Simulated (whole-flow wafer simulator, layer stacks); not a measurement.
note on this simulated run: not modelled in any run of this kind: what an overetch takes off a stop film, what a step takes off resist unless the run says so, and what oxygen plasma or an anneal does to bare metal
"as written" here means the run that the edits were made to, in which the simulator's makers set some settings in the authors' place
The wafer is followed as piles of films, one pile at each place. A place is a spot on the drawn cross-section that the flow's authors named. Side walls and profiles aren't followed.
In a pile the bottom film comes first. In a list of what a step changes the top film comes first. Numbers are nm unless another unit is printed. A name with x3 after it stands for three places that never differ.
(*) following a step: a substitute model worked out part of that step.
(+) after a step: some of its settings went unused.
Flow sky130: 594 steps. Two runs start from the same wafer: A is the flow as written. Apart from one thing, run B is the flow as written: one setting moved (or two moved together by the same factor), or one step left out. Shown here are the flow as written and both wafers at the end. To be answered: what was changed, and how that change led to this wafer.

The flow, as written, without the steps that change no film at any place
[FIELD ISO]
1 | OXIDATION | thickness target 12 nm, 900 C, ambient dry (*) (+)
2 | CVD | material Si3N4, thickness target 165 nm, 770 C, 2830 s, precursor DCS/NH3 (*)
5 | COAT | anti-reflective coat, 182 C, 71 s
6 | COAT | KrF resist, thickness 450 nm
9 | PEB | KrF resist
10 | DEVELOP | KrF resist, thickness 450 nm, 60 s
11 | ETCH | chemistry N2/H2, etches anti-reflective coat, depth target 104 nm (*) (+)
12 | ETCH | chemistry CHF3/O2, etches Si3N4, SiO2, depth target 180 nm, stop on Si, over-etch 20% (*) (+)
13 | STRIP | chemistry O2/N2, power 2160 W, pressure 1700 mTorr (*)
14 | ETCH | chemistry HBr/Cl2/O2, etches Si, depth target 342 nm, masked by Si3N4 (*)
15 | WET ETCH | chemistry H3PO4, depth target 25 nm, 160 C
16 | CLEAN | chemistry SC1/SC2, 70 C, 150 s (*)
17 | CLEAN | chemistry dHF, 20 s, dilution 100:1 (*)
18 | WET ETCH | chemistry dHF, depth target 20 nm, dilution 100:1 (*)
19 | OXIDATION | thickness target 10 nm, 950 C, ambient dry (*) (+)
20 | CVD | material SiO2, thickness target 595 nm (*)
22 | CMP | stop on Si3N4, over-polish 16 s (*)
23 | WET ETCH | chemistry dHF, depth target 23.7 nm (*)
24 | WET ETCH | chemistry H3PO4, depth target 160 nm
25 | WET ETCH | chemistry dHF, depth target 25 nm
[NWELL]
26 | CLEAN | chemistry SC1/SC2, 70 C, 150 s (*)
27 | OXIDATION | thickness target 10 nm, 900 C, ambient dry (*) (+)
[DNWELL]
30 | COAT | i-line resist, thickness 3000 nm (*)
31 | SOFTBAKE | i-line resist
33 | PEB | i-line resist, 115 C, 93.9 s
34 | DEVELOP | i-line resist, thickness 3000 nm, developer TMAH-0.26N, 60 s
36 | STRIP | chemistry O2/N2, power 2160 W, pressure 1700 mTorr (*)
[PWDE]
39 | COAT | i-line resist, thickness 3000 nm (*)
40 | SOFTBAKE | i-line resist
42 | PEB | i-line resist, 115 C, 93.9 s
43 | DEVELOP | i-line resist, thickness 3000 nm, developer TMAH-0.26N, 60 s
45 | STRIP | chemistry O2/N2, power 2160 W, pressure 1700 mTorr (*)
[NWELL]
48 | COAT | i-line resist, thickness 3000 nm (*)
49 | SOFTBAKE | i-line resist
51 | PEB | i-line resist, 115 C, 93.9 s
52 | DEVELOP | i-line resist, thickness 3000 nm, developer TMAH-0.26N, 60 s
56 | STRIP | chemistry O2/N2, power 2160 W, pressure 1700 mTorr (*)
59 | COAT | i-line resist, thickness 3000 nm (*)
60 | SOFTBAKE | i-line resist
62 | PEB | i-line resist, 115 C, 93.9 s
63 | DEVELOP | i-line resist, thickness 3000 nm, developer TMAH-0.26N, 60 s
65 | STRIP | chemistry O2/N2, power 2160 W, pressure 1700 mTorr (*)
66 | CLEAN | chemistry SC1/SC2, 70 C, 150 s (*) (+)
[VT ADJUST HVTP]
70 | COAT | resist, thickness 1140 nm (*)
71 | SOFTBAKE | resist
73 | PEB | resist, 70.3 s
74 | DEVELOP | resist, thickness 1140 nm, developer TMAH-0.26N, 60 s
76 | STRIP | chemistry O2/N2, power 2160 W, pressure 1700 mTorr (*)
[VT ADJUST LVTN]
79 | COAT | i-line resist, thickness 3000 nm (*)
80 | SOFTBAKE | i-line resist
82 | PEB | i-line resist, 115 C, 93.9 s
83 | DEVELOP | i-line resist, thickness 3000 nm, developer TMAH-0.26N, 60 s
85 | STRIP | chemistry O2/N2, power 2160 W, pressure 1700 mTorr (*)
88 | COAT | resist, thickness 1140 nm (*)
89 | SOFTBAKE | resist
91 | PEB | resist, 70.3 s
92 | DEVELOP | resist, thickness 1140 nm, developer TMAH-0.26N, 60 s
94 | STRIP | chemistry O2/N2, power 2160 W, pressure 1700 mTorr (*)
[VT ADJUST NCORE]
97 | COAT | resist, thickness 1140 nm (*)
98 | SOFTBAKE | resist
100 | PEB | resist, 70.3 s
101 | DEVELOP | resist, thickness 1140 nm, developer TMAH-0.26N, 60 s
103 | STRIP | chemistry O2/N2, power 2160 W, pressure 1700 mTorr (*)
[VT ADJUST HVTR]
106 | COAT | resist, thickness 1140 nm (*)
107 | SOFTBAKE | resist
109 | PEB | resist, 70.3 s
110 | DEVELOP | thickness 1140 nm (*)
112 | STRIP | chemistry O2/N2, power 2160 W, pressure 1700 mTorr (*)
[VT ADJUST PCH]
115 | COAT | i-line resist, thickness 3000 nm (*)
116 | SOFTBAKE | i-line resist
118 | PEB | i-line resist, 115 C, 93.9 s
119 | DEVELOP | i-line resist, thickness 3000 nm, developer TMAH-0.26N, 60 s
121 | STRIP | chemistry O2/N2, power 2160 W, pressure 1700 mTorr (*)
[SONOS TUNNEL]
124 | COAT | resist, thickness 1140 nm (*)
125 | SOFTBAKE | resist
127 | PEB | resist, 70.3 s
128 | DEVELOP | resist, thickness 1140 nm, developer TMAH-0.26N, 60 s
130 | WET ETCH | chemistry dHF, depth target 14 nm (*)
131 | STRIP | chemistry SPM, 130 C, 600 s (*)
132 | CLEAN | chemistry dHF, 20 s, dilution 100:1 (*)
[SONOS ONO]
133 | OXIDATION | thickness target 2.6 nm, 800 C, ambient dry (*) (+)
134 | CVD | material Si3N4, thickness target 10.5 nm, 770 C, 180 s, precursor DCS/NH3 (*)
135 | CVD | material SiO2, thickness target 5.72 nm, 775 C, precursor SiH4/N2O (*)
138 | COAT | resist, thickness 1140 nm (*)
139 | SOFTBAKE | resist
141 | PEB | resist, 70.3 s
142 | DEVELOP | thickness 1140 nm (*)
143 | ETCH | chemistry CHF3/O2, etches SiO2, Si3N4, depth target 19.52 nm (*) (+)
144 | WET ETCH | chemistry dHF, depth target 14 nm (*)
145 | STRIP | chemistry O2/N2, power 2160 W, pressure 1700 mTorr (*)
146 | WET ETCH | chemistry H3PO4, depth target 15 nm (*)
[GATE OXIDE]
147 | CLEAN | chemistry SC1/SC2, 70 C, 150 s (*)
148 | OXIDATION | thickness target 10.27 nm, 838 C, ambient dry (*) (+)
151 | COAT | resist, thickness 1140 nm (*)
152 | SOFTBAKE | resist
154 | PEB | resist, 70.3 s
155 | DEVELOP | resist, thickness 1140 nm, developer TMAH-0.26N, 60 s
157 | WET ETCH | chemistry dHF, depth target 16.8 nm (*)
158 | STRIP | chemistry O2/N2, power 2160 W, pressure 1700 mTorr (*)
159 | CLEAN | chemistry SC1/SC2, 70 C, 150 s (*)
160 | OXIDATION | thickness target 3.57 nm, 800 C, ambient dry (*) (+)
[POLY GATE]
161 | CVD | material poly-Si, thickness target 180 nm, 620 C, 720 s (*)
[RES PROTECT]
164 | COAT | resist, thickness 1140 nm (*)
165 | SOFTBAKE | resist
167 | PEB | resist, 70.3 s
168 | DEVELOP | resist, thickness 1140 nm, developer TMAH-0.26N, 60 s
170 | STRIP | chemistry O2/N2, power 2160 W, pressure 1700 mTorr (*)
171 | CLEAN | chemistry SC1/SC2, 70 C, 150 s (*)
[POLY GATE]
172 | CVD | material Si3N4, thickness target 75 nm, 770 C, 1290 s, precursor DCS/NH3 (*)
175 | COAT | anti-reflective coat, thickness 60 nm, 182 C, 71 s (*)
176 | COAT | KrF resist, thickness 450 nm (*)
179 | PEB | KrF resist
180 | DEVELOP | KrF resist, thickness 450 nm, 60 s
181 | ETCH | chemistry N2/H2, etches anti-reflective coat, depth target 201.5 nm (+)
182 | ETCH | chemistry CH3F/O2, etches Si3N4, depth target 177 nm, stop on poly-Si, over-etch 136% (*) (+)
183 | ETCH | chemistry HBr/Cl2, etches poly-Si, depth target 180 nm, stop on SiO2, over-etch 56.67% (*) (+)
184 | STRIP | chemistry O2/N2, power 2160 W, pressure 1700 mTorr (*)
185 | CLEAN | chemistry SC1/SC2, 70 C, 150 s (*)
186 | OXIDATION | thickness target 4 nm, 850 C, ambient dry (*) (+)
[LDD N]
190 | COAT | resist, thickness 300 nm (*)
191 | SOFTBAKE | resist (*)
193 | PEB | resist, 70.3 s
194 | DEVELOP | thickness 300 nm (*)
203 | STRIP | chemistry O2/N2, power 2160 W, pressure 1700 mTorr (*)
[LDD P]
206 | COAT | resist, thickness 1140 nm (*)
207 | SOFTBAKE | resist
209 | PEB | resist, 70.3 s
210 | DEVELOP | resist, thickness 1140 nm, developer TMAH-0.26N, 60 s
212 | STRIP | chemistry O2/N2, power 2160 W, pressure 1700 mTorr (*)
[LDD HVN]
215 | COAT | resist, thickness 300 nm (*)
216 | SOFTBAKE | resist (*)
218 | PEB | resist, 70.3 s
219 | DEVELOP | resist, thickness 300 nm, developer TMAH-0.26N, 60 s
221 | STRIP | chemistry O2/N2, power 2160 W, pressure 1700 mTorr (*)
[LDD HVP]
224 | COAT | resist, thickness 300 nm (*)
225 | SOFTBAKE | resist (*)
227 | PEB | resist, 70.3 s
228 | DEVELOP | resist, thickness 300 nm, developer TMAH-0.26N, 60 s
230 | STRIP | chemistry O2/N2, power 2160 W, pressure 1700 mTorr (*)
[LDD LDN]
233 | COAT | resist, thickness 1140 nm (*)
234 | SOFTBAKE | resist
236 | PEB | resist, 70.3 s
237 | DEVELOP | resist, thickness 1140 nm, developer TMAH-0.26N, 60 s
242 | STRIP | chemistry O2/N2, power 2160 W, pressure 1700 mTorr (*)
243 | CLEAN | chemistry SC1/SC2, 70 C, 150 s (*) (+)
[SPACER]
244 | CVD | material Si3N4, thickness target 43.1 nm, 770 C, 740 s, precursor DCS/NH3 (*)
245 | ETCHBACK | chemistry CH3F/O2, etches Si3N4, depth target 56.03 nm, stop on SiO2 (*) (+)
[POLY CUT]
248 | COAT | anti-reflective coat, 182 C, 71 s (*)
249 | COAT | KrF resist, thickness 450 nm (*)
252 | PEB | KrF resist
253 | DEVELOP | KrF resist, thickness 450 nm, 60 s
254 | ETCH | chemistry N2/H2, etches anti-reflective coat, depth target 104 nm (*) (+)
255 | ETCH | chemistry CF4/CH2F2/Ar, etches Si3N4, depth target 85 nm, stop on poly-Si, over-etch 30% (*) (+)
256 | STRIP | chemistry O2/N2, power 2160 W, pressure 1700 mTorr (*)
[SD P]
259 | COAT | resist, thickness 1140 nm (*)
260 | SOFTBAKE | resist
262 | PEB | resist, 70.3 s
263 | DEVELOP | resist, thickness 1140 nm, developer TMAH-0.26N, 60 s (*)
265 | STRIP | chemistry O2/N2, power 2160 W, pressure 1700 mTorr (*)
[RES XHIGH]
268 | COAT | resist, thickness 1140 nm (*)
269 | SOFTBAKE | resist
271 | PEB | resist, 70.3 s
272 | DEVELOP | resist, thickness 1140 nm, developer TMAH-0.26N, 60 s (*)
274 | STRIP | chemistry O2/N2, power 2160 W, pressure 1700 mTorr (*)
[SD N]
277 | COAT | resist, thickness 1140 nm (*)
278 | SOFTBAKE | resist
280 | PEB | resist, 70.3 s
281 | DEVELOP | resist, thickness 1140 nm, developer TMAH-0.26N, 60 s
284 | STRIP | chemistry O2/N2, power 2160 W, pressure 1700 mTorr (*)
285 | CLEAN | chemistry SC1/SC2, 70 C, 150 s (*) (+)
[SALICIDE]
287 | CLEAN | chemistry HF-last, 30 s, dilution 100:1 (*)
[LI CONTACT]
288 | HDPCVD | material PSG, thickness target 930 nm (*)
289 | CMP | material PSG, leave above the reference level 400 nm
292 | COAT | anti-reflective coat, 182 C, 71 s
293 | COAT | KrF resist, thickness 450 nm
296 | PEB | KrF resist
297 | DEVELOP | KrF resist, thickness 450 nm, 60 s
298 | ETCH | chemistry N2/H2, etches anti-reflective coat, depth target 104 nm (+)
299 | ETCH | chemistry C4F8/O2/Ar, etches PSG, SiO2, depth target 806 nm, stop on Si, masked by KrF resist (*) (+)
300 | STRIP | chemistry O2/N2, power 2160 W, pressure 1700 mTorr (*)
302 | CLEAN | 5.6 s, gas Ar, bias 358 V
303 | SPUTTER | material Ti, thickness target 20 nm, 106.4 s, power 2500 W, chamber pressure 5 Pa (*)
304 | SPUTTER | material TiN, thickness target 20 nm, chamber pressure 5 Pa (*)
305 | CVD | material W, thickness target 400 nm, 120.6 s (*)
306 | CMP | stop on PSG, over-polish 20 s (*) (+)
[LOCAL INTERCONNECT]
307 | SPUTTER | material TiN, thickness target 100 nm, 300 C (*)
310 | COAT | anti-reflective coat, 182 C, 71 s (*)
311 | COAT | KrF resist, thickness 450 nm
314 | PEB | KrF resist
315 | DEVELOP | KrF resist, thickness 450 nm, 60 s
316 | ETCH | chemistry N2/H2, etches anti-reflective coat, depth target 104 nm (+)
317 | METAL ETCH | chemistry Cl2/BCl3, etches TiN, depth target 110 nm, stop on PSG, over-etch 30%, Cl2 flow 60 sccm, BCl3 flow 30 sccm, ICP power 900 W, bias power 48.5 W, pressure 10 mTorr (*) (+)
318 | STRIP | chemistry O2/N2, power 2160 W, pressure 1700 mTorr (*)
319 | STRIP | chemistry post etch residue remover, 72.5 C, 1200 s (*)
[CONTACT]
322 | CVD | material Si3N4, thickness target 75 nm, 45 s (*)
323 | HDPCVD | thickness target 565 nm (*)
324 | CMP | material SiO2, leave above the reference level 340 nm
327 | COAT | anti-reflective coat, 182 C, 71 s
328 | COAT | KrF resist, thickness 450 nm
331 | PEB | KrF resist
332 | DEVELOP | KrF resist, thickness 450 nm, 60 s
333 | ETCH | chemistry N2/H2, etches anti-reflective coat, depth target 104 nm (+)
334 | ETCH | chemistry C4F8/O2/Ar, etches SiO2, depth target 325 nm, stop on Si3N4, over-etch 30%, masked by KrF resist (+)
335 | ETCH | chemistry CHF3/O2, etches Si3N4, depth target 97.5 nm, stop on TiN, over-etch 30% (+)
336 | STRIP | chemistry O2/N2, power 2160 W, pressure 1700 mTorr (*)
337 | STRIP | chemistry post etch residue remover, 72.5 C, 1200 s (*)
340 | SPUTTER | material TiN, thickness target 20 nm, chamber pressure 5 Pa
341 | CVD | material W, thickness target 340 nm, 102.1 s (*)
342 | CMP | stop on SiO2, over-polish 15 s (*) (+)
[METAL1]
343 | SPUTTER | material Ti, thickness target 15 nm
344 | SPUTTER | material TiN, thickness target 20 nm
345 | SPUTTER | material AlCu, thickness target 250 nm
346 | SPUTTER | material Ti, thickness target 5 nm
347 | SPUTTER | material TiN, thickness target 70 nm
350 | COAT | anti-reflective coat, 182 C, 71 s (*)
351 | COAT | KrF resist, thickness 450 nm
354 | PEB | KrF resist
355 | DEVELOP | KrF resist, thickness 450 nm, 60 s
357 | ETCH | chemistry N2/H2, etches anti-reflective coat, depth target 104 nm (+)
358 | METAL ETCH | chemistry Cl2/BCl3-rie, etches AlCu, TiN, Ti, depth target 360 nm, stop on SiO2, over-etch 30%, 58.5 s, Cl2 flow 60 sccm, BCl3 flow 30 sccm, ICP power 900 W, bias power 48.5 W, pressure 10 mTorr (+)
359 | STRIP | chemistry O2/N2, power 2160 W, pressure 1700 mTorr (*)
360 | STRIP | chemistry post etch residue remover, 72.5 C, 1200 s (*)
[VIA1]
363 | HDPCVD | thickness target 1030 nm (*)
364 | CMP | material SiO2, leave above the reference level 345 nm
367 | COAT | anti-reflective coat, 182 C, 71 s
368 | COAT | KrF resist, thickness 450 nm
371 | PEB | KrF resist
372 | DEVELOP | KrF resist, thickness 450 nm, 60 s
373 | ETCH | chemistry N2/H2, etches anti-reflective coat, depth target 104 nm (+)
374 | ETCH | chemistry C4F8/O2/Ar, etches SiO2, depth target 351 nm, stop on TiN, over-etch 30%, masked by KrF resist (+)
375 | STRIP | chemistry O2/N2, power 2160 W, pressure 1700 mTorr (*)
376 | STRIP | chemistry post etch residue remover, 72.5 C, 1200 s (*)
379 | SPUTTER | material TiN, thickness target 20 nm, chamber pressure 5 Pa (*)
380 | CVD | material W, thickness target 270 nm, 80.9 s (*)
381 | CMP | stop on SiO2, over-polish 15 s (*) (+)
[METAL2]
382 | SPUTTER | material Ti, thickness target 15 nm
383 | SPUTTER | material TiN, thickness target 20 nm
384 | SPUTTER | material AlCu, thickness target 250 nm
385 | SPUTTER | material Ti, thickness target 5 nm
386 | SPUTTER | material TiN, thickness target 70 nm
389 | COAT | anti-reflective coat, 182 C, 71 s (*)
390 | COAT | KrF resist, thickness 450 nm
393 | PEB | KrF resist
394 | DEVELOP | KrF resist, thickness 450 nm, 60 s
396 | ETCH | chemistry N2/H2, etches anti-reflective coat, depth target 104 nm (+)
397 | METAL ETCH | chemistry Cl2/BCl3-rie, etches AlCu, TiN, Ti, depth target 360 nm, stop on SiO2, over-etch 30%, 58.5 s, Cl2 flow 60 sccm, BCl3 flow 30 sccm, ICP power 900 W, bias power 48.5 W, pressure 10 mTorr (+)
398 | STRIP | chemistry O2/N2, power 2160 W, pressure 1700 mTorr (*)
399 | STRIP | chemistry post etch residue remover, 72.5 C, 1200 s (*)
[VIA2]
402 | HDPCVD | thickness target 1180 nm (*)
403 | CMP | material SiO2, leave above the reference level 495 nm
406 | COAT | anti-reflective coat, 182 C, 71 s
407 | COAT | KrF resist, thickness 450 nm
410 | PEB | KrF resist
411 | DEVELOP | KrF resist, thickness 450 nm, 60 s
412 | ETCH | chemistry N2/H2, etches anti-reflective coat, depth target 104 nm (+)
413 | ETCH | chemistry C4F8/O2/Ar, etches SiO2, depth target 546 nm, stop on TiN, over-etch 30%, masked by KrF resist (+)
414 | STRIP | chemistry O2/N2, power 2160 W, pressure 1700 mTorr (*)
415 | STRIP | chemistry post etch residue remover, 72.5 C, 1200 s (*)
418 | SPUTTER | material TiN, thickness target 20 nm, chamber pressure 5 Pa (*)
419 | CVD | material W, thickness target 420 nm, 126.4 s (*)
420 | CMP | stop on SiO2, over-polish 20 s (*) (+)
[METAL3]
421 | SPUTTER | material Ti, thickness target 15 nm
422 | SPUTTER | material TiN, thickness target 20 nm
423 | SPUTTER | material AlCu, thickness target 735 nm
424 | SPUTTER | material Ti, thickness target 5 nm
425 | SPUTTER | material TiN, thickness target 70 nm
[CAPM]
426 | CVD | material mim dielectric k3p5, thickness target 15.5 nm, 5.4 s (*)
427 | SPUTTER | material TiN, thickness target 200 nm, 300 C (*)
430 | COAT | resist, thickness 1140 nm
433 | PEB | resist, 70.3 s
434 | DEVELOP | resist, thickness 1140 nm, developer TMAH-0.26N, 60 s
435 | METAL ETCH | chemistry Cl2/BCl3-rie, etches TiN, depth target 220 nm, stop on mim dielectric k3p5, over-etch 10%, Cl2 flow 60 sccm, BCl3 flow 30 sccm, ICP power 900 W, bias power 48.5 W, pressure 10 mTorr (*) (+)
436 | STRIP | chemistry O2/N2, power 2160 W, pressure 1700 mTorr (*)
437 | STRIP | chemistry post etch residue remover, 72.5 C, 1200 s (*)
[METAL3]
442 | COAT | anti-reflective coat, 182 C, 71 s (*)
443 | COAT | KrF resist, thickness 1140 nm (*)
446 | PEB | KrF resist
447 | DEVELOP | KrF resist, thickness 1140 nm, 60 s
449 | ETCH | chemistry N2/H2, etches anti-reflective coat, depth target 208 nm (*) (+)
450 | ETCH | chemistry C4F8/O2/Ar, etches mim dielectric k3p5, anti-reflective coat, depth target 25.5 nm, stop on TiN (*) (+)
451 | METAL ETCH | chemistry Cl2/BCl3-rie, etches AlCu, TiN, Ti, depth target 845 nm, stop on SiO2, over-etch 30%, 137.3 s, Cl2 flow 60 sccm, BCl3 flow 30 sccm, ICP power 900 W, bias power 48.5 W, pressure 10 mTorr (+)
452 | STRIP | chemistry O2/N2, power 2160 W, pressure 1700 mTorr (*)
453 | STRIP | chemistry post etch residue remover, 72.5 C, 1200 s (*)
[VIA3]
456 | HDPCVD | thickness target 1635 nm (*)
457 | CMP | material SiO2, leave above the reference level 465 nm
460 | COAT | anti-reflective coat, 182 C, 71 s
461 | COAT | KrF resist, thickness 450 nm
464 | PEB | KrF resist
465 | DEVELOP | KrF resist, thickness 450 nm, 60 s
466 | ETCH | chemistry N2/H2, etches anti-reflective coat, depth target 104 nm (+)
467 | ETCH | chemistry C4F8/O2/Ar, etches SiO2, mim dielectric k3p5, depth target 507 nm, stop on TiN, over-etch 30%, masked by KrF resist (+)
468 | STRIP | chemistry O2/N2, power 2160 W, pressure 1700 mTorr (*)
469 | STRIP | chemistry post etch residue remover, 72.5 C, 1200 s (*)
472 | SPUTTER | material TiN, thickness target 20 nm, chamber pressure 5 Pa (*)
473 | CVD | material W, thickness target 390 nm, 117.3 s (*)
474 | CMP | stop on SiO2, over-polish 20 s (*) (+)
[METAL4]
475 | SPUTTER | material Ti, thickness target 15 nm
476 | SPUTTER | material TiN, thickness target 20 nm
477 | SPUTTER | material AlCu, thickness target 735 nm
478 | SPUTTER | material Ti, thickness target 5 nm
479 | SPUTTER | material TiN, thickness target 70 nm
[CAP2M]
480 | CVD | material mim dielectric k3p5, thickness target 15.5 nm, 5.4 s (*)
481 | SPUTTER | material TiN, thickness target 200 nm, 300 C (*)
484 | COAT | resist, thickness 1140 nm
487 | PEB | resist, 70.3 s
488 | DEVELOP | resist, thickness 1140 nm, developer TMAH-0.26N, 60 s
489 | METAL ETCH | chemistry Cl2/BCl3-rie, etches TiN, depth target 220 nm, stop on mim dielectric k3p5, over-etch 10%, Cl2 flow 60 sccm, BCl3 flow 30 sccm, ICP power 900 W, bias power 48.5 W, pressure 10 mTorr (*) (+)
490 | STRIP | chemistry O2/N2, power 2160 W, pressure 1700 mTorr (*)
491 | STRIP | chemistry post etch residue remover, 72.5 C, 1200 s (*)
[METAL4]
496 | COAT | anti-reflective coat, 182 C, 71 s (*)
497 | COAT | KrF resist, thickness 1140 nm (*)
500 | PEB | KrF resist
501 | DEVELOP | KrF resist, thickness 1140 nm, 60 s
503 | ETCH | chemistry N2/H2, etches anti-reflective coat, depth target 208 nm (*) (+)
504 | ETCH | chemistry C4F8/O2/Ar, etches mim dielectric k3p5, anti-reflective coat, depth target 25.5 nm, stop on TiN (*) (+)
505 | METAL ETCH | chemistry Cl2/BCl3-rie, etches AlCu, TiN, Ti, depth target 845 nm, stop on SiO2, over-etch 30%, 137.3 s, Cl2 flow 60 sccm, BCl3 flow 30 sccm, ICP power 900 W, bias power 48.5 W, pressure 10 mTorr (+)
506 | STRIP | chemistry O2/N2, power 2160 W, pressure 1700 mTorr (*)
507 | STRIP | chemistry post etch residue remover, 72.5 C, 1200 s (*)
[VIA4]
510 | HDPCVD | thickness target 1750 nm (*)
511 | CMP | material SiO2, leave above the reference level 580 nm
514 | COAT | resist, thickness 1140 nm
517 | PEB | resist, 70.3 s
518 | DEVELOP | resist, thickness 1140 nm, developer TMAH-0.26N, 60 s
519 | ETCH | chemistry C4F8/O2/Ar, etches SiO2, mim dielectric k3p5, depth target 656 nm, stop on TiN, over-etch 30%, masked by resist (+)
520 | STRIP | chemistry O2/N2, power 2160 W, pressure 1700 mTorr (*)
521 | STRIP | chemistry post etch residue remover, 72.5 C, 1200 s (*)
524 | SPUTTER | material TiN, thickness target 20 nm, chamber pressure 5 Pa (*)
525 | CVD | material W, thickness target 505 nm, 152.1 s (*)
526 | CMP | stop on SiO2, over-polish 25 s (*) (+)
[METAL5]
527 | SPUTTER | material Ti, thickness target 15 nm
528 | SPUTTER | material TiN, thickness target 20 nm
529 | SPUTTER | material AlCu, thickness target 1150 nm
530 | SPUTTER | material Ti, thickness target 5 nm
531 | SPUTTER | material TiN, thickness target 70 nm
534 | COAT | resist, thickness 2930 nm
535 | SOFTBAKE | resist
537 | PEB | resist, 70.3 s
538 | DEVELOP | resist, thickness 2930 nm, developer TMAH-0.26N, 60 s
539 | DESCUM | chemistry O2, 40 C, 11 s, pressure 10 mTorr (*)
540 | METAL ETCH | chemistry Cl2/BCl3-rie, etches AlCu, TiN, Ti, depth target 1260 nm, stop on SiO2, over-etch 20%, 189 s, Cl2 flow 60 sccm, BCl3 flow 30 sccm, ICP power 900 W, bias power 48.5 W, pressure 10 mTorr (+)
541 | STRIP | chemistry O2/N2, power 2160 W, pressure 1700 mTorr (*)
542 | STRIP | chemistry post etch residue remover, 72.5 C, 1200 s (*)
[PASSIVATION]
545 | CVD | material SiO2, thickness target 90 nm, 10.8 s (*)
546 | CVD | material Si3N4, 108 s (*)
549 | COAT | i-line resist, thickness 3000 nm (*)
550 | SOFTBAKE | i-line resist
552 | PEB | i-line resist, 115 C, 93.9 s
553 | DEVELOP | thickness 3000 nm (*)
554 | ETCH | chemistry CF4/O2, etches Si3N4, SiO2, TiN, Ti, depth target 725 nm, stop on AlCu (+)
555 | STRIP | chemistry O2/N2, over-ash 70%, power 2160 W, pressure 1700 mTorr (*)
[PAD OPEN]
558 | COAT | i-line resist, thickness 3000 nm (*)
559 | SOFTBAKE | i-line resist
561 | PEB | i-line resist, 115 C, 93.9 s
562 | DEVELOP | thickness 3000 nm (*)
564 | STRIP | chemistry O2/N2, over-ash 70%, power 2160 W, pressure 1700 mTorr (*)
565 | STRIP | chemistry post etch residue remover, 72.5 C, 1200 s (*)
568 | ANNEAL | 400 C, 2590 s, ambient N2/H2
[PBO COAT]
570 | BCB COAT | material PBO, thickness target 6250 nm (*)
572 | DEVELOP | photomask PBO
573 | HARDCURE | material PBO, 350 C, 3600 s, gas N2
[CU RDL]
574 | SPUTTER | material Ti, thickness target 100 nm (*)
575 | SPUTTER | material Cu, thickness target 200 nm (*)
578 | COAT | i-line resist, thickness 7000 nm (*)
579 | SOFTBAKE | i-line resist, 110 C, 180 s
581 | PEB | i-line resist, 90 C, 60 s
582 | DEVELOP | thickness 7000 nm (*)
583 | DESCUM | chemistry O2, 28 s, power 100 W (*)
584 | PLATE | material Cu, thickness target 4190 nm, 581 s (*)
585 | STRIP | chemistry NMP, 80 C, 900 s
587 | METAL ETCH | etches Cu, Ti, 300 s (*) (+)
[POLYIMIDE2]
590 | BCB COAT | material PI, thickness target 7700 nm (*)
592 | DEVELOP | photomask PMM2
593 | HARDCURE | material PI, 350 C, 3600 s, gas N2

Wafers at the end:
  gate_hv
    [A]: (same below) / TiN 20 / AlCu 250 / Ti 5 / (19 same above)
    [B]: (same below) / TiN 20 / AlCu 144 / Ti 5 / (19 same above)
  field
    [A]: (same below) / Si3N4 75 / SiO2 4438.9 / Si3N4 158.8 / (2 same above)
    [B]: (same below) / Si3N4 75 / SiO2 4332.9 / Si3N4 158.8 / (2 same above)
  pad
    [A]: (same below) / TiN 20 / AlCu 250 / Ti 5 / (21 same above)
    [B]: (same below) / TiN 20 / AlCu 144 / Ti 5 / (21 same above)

The reason: step 384, SPUTTER: thickness target 144 nm was run, though the flow has thickness target 250 nm.
The wafer itself shows it: gate_hv has AlCu 144, and step 384 as written asks for 250 nm.

Step by step, how the change led to this:
  384 | SPUTTER | material AlCu, thickness target 250 nm
      field, active, n_well and 188 more: A AlCu gains 250 (new film) | B AlCu gains 144 (new film)
  397 | METAL ETCH | chemistry Cl2/BCl3-rie, etches AlCu, TiN, Ti, depth target 360 nm, stop on SiO2, over-etch 30%, 58.5 s, Cl2 flow 60 sccm, BCl3 flow 30 sccm, ICP power 900 W, bias power 48.5 W, pressure 10 mTorr (+)
      field, active, gate and 82 more: A TiN loses 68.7 (all of it), Ti loses 5 (all of it), AlCu loses 250 (all of it), TiN loses 20 (all of it), Ti loses 15 (all of it), SiO2 loses 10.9 | B TiN loses 68.7 (all of it), Ti loses 5 (all of it), AlCu loses 144 (all of it), TiN loses 20 (all of it), Ti loses 15 (all of it), SiO2 loses 21.5
  403 | CMP | material SiO2, leave above the reference level 495 nm
      field, active, gate and 82 more: A SiO2 loses 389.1 | B SiO2 loses 484.5
